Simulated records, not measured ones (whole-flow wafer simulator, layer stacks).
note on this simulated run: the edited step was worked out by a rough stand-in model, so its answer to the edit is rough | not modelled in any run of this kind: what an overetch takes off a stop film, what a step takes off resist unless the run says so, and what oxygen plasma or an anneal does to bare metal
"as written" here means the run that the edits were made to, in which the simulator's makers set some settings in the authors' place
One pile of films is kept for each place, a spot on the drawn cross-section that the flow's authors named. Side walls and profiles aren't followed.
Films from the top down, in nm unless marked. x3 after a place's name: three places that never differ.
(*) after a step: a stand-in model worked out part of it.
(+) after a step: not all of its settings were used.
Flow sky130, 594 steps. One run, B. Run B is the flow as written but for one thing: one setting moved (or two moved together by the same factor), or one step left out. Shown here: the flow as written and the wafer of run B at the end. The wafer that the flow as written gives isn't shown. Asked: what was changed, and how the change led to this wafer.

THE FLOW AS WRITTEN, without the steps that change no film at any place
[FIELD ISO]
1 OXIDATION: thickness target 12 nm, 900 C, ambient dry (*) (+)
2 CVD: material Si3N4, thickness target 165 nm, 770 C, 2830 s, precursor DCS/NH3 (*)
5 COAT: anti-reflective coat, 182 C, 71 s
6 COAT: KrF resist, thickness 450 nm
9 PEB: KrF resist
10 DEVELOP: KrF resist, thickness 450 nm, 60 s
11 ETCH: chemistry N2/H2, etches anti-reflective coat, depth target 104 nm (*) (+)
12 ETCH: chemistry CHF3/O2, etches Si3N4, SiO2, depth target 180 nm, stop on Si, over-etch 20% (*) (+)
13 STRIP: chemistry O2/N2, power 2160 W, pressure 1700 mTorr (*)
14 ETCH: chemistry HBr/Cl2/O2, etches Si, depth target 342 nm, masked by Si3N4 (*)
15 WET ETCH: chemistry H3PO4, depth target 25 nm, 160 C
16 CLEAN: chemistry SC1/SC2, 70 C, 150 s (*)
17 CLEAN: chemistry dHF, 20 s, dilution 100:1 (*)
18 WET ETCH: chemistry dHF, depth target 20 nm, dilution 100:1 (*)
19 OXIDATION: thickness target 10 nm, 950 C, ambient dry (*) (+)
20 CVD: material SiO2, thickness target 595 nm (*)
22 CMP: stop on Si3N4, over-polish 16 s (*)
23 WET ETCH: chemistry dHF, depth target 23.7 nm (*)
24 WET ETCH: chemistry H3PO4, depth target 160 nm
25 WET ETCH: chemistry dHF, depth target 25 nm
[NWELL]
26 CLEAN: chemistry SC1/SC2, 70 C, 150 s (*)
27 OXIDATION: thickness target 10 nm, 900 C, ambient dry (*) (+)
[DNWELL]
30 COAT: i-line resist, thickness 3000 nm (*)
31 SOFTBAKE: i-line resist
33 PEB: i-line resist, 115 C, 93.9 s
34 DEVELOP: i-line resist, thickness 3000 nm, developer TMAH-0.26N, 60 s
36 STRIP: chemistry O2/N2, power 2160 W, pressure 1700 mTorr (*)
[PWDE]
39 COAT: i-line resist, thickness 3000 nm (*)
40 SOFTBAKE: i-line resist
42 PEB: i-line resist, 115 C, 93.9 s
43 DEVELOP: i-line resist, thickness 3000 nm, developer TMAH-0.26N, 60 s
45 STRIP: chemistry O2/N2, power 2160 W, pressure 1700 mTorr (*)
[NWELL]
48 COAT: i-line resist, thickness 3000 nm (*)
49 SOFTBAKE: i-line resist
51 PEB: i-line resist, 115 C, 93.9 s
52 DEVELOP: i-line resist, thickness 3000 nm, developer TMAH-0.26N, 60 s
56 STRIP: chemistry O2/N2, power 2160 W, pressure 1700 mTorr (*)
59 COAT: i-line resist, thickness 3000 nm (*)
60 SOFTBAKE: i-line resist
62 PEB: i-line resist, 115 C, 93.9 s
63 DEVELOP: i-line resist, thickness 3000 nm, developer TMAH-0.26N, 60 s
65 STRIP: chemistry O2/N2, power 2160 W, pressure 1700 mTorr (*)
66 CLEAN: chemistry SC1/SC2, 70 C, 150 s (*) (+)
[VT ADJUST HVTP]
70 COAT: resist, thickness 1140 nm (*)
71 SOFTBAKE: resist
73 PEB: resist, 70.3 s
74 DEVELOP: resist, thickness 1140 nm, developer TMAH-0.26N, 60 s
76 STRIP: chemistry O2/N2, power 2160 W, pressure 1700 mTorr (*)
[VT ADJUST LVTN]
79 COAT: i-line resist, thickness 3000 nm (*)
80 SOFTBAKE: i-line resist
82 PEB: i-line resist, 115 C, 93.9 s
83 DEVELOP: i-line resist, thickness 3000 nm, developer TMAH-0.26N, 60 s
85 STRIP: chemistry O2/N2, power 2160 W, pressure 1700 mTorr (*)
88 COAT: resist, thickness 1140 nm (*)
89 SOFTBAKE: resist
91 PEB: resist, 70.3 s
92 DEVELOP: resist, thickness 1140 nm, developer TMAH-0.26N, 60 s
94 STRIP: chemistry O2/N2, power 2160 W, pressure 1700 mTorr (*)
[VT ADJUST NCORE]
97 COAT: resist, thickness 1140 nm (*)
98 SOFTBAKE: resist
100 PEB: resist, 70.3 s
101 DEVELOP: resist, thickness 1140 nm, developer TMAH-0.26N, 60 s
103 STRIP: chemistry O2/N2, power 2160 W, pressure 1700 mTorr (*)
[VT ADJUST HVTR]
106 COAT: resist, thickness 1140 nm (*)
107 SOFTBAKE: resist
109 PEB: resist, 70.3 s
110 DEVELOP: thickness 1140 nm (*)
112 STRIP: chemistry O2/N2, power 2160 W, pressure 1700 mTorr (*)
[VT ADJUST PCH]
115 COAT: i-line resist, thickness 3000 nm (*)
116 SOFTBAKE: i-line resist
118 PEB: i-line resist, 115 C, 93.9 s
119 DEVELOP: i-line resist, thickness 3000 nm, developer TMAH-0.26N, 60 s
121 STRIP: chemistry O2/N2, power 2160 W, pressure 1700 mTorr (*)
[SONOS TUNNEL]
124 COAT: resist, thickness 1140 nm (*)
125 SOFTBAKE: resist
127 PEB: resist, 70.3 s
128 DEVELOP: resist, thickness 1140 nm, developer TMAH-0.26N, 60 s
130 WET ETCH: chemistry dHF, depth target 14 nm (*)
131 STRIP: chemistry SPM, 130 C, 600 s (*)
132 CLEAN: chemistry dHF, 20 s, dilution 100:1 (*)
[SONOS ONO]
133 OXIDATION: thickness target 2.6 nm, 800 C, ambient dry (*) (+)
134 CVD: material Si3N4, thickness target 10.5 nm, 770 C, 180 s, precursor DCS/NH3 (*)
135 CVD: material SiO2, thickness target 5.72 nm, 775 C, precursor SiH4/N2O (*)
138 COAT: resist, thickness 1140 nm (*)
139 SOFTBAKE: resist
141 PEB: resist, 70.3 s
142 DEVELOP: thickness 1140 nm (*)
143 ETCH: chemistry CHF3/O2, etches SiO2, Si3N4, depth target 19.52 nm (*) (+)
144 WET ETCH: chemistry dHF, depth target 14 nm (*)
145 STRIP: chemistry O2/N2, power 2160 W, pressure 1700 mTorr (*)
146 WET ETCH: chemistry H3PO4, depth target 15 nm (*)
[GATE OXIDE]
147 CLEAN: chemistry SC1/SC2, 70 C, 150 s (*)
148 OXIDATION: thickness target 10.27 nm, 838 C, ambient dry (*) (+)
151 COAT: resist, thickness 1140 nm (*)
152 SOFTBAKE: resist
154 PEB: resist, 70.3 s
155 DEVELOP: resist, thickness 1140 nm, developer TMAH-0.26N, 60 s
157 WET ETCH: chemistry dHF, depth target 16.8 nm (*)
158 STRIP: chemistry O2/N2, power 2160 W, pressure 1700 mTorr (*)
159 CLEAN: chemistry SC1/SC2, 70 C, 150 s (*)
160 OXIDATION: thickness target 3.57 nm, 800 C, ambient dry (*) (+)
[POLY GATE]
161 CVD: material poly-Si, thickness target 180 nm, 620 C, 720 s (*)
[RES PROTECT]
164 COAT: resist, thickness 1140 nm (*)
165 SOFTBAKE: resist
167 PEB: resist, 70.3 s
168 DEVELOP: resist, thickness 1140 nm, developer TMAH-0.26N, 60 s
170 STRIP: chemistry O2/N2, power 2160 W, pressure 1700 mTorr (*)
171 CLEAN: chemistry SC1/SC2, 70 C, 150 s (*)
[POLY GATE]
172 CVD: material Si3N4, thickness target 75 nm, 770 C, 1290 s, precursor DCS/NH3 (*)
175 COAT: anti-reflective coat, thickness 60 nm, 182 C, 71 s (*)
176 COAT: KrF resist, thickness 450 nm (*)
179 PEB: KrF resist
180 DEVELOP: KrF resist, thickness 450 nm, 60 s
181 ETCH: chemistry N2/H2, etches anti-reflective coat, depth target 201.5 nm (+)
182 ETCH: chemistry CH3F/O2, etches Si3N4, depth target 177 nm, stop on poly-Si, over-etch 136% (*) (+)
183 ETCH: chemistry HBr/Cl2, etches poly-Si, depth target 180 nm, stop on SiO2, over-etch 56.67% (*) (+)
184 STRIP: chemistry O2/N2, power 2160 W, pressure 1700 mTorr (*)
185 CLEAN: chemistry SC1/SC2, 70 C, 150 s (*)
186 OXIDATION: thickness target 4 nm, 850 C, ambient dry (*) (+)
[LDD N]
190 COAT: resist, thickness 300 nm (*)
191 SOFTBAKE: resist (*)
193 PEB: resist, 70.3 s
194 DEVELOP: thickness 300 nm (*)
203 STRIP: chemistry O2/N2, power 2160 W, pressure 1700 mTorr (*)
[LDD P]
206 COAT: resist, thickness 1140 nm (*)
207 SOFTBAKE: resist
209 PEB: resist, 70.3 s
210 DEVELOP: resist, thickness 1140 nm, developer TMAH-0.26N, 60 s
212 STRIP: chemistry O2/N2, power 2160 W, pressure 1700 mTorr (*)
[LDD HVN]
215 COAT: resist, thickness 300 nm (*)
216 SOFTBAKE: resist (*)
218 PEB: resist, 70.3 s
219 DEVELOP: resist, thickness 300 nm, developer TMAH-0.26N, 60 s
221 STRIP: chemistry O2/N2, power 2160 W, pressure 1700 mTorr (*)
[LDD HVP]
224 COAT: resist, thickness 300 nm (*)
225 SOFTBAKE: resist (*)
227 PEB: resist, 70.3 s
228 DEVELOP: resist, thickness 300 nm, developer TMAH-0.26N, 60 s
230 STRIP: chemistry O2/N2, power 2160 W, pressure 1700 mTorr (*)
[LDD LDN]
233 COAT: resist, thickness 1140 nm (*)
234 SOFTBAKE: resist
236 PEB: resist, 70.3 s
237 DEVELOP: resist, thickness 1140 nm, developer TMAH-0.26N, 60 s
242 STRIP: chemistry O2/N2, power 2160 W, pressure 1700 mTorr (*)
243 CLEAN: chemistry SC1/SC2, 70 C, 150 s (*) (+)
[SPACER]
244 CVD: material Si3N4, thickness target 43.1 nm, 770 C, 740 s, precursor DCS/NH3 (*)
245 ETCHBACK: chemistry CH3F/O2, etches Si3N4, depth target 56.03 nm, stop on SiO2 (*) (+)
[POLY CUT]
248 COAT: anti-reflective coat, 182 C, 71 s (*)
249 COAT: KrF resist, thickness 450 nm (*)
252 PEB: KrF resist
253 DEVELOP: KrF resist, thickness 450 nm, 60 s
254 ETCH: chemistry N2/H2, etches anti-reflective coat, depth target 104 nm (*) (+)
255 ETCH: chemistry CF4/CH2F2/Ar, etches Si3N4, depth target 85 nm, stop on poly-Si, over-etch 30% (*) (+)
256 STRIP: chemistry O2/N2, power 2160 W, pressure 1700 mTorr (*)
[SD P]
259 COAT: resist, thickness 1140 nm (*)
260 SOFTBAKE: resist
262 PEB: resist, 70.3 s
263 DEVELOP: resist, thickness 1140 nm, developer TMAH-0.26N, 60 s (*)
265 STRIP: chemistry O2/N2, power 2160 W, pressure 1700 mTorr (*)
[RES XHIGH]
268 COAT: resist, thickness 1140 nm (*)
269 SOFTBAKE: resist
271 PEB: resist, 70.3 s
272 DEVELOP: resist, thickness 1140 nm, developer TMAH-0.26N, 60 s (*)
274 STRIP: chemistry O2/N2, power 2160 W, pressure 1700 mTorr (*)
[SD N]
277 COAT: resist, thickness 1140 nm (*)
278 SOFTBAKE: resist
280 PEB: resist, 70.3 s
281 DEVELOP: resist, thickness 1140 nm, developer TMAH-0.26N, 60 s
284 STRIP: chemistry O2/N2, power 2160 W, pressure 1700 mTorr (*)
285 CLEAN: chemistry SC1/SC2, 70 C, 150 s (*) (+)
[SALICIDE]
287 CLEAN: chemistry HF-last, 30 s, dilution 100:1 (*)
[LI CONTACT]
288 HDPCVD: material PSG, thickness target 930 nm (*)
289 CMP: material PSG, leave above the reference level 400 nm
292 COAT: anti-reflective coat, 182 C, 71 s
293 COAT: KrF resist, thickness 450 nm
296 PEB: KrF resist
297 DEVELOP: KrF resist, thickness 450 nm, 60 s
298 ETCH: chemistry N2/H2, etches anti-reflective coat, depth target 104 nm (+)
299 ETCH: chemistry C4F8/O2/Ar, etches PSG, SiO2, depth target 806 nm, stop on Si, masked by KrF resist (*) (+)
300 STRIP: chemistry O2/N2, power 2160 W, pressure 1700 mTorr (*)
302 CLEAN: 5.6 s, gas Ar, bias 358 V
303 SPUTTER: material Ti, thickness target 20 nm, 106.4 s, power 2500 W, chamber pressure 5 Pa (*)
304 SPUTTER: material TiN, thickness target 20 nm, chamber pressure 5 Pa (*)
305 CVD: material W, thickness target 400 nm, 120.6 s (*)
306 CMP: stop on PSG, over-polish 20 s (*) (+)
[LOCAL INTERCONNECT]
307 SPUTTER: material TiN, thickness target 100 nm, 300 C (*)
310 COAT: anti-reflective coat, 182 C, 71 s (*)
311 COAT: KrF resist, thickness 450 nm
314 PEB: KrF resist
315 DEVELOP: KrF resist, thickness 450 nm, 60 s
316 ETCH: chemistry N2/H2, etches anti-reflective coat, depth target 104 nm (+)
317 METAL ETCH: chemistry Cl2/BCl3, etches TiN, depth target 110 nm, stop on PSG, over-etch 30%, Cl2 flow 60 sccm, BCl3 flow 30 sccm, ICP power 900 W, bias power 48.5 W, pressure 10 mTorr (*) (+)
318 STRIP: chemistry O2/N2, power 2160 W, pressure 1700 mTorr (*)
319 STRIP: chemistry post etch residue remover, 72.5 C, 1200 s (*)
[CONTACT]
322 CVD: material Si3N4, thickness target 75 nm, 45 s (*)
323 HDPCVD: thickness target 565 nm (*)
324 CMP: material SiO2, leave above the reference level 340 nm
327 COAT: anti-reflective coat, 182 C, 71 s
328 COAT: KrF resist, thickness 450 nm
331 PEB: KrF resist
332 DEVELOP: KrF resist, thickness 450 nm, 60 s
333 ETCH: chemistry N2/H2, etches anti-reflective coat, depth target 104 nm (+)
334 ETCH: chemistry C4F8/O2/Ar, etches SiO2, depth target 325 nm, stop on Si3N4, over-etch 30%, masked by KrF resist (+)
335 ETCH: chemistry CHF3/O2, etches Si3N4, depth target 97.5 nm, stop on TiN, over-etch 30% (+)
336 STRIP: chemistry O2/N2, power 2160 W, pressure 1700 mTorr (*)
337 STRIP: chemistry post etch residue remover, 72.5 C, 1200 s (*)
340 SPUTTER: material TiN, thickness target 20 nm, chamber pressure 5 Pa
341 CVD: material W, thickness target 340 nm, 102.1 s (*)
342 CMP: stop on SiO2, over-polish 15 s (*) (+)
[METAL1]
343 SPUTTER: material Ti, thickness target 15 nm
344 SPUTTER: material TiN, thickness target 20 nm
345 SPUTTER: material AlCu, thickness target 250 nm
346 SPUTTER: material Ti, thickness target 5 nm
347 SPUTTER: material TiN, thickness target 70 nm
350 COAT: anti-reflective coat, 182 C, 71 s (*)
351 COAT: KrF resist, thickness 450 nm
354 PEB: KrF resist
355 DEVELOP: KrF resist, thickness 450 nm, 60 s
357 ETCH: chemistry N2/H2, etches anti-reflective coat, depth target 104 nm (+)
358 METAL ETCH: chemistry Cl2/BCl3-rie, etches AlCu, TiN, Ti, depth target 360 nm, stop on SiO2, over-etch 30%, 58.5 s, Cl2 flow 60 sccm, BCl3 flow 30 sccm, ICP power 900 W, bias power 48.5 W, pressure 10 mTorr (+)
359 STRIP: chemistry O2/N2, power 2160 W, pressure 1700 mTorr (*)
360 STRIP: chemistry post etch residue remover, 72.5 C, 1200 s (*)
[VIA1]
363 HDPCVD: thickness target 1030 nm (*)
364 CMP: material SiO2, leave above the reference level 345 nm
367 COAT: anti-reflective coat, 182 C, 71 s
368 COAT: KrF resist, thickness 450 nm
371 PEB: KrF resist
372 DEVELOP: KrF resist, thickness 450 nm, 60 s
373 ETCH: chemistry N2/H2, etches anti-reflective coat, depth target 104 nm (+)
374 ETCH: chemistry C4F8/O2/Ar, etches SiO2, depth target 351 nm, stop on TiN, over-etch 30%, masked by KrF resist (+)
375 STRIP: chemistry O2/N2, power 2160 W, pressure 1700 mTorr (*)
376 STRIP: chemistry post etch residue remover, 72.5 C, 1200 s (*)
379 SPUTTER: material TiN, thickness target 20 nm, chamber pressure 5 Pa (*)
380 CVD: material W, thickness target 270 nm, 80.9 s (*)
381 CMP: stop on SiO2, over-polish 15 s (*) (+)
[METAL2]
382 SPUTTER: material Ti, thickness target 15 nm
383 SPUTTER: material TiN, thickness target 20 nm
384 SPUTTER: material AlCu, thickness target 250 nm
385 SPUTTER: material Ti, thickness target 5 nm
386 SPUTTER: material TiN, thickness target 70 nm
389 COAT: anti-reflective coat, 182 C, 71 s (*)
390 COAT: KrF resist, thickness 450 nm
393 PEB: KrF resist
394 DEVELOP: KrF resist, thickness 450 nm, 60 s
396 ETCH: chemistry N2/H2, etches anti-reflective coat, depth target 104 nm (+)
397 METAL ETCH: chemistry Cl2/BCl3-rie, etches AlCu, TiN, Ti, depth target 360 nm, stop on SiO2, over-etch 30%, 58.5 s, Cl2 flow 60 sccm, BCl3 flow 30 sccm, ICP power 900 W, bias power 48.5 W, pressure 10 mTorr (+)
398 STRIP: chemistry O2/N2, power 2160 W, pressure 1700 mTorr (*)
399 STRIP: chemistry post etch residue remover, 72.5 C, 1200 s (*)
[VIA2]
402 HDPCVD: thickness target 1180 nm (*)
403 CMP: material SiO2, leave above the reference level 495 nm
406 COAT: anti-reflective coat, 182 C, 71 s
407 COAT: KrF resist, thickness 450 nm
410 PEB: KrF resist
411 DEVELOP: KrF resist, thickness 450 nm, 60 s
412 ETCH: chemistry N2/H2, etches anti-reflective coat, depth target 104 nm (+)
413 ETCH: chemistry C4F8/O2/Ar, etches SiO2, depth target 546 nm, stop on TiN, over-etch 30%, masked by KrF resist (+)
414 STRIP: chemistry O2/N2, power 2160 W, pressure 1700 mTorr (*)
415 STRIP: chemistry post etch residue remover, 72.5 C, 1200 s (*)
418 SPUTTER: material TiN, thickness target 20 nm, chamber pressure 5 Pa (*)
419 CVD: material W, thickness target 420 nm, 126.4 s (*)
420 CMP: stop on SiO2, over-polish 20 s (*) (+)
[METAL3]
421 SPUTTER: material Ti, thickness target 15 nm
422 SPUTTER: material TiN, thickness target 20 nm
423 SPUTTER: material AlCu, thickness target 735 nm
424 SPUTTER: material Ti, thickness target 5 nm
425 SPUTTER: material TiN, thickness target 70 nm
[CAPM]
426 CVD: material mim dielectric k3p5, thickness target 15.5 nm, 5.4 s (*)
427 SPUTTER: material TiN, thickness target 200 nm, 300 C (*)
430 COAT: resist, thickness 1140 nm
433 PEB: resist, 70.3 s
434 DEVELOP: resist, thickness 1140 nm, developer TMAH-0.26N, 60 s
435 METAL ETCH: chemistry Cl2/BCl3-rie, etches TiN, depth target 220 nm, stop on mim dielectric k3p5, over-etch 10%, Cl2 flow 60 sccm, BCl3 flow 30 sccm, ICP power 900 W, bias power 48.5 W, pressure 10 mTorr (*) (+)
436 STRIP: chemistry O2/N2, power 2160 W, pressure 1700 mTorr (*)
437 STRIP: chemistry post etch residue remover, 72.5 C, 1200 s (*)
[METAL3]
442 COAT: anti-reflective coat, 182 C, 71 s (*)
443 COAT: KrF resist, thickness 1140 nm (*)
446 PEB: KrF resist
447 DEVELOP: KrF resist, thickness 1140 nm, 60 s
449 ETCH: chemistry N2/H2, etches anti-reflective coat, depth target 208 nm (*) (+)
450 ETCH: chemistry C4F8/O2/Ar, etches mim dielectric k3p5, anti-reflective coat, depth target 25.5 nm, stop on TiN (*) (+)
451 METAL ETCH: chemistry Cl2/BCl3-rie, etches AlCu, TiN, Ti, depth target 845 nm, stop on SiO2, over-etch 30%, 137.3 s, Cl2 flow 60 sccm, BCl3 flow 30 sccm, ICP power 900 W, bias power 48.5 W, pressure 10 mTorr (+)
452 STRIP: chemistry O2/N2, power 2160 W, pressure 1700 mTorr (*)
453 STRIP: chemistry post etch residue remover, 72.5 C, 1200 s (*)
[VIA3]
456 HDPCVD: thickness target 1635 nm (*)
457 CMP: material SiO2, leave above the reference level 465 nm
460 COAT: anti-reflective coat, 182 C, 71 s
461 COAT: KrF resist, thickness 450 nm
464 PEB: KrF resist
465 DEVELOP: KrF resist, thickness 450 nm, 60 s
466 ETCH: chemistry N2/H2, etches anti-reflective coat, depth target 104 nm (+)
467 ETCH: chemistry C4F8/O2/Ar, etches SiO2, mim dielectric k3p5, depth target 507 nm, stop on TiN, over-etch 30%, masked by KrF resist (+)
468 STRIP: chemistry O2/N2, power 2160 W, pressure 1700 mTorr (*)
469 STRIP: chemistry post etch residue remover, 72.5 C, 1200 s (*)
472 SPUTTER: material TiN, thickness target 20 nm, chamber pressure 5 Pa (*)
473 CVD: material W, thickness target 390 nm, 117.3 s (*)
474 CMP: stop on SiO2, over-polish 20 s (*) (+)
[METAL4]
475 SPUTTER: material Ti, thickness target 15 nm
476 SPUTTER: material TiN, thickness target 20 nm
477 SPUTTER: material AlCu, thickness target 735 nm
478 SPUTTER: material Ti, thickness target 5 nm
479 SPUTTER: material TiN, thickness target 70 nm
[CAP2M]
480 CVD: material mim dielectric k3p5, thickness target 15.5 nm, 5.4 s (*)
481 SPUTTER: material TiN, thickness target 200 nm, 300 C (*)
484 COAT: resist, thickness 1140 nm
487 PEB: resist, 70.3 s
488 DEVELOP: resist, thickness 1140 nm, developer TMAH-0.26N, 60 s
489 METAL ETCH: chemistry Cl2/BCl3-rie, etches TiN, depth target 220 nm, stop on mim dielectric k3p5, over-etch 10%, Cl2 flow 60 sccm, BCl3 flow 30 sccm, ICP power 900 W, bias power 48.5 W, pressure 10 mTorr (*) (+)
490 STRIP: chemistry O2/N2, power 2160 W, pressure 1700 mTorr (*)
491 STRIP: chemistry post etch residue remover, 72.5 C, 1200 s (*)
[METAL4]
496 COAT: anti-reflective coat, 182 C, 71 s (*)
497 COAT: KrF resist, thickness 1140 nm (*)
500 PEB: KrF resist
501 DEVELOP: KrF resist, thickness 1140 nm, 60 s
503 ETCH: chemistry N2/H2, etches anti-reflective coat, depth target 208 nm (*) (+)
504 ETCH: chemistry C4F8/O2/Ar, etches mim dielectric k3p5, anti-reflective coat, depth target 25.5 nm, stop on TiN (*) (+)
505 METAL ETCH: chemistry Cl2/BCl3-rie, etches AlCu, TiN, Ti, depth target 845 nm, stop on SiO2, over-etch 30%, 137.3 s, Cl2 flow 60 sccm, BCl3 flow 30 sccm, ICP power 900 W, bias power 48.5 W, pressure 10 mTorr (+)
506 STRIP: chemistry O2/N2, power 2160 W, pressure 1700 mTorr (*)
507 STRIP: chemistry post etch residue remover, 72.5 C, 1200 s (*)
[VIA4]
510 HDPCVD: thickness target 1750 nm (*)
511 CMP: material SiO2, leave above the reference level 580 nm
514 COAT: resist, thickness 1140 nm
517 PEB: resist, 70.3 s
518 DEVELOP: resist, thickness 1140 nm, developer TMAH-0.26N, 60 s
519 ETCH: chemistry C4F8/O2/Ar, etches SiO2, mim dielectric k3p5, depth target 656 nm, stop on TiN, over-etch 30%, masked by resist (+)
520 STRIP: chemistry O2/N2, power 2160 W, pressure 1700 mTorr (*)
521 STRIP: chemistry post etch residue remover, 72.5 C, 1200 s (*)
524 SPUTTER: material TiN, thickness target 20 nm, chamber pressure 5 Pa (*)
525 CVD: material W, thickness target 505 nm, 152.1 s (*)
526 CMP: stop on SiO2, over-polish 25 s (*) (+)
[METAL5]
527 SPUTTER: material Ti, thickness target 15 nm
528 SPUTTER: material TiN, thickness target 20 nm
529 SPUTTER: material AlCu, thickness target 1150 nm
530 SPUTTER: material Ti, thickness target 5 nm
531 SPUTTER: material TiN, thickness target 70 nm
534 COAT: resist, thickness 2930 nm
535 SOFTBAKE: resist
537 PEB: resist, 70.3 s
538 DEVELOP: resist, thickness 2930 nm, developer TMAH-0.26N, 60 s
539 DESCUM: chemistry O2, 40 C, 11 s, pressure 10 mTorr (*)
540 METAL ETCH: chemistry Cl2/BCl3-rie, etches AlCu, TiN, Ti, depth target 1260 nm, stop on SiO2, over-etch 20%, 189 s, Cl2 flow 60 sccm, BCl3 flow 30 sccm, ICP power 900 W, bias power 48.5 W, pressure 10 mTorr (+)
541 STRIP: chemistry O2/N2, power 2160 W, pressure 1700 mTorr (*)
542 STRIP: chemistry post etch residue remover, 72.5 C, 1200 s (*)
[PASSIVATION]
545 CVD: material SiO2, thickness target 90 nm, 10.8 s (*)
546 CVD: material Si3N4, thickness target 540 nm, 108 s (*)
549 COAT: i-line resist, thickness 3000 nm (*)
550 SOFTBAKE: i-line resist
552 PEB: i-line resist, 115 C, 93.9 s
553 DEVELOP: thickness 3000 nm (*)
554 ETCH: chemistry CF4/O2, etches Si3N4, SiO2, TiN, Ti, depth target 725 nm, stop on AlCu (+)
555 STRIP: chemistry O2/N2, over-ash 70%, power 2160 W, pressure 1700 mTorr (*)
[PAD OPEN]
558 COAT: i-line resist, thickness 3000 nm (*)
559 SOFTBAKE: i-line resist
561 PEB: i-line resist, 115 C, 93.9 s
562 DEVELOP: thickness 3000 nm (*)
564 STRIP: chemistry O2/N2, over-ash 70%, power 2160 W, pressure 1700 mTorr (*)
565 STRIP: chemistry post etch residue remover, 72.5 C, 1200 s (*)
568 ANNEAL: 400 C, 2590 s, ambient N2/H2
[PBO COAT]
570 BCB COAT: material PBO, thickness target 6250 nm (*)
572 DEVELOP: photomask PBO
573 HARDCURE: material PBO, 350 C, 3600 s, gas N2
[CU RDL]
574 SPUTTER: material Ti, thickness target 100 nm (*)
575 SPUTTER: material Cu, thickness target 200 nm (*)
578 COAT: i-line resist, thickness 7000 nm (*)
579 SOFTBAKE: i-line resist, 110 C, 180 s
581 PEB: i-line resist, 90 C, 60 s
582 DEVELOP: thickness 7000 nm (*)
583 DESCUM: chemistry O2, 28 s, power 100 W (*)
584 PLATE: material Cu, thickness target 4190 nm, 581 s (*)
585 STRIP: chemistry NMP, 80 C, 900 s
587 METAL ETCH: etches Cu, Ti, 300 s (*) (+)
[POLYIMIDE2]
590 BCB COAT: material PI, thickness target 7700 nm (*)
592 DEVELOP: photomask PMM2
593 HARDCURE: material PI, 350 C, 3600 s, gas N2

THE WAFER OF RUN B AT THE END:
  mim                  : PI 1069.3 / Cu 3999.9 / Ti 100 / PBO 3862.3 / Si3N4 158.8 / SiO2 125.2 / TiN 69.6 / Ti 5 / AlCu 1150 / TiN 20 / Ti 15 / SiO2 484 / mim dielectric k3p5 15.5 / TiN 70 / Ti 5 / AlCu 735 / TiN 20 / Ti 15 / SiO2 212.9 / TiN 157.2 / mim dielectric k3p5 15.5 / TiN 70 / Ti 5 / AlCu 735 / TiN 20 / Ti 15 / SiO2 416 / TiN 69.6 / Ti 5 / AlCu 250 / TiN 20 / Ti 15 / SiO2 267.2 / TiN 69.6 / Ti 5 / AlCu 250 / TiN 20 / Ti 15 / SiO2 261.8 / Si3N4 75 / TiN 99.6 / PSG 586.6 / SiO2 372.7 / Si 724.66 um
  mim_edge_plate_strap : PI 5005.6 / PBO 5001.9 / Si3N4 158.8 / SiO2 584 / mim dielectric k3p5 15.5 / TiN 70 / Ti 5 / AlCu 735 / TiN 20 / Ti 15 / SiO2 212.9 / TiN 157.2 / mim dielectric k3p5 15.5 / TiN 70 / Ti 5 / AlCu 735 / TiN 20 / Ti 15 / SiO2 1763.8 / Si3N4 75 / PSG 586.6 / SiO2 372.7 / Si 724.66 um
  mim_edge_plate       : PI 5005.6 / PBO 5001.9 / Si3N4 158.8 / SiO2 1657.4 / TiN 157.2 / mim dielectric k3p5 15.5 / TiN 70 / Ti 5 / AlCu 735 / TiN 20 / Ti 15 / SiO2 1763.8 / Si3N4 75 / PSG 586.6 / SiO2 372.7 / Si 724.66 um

The cause: step 427, SPUTTER: thickness target 158 nm was run, where the flow has thickness target 200 nm.

How the change led to this, step by step:
  427 SPUTTER: material TiN, thickness target 200 nm, 300 C (*)
      field, active, n_well and 188 more: TiN +158 (new film) (as written it would be: TiN +200 (new film))
  435 METAL ETCH: chemistry Cl2/BCl3-rie, etches TiN, depth target 220 nm, stop on mim dielectric k3p5, over-etch 10%, Cl2 flow 60 sccm, BCl3 flow 30 sccm, ICP power 900 W, bias power 48.5 W, pressure 10 mTorr (*) (+)
      field, active, n_well and 185 more: TiN -158 (all of it) (as written it would be: TiN -200 (all of it))
      mim, mim_edge_plate_strap, mim_edge_plate: resist -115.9 (as written it would be: resist -146.7)
  436 STRIP: chemistry O2/N2, power 2160 W, pressure 1700 mTorr (*)
      mim, mim_edge_plate_strap, mim_edge_plate: resist -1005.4 (all of it) (as written it would be: resist -974.6 (all of it))
  442 COAT: anti-reflective coat, 182 C, 71 s (*)
      rpm_encl, rpm_encl_psd, rpm_encl_urpm: anti-reflective coat +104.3 (new film) (as written it would be: anti-reflective coat +101.2 (new film))
      poly_licon, rpo_hd_licon: anti-reflective coat +69.2 (new film) (as written it would be: anti-reflective coat +57.6 (new film))
      (and at 6 more places)
  443 COAT: KrF resist, thickness 1140 nm (*)
      mim_edge_plate_strap, mim_edge_plate: KrF resist +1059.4 (new film) (as written it would be: KrF resist +1017.4 (new film))
      mim: KrF resist +1063.3 (new film) (as written it would be: KrF resist +1025.5 (new film))
  449 ETCH: chemistry N2/H2, etches anti-reflective coat, depth target 208 nm (*) (+)
      rpm_encl, rpm_encl_psd, rpm_encl_urpm: anti-reflective coat -104.3 (all of it) (as written it would be: anti-reflective coat -101.2 (all of it))
      poly_licon, rpo_hd_licon: anti-reflective coat -69.2 (all of it) (as written it would be: anti-reflective coat -57.6 (all of it))
      (and at 3 more places)
  452 STRIP: chemistry O2/N2, power 2160 W, pressure 1700 mTorr (*)
      mim_edge_plate_strap, mim_edge_plate: KrF resist -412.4 (all of it), anti-reflective coat -3 (all of it) (as written it would be: KrF resist -370.5 (all of it), anti-reflective coat -3 (all of it))
      mim: KrF resist -416.4 (all of it), anti-reflective coat -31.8 (all of it) (as written it would be: KrF resist -378.7 (all of it), anti-reflective coat -40.4 (all of it))
      (and at 2 more places)
  457 CMP: material SiO2, leave above the reference level 465 nm
      mim, mim_edge_plate_strap, mim_edge_plate: SiO2 -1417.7 (as written it would be: SiO2 -1459.7)
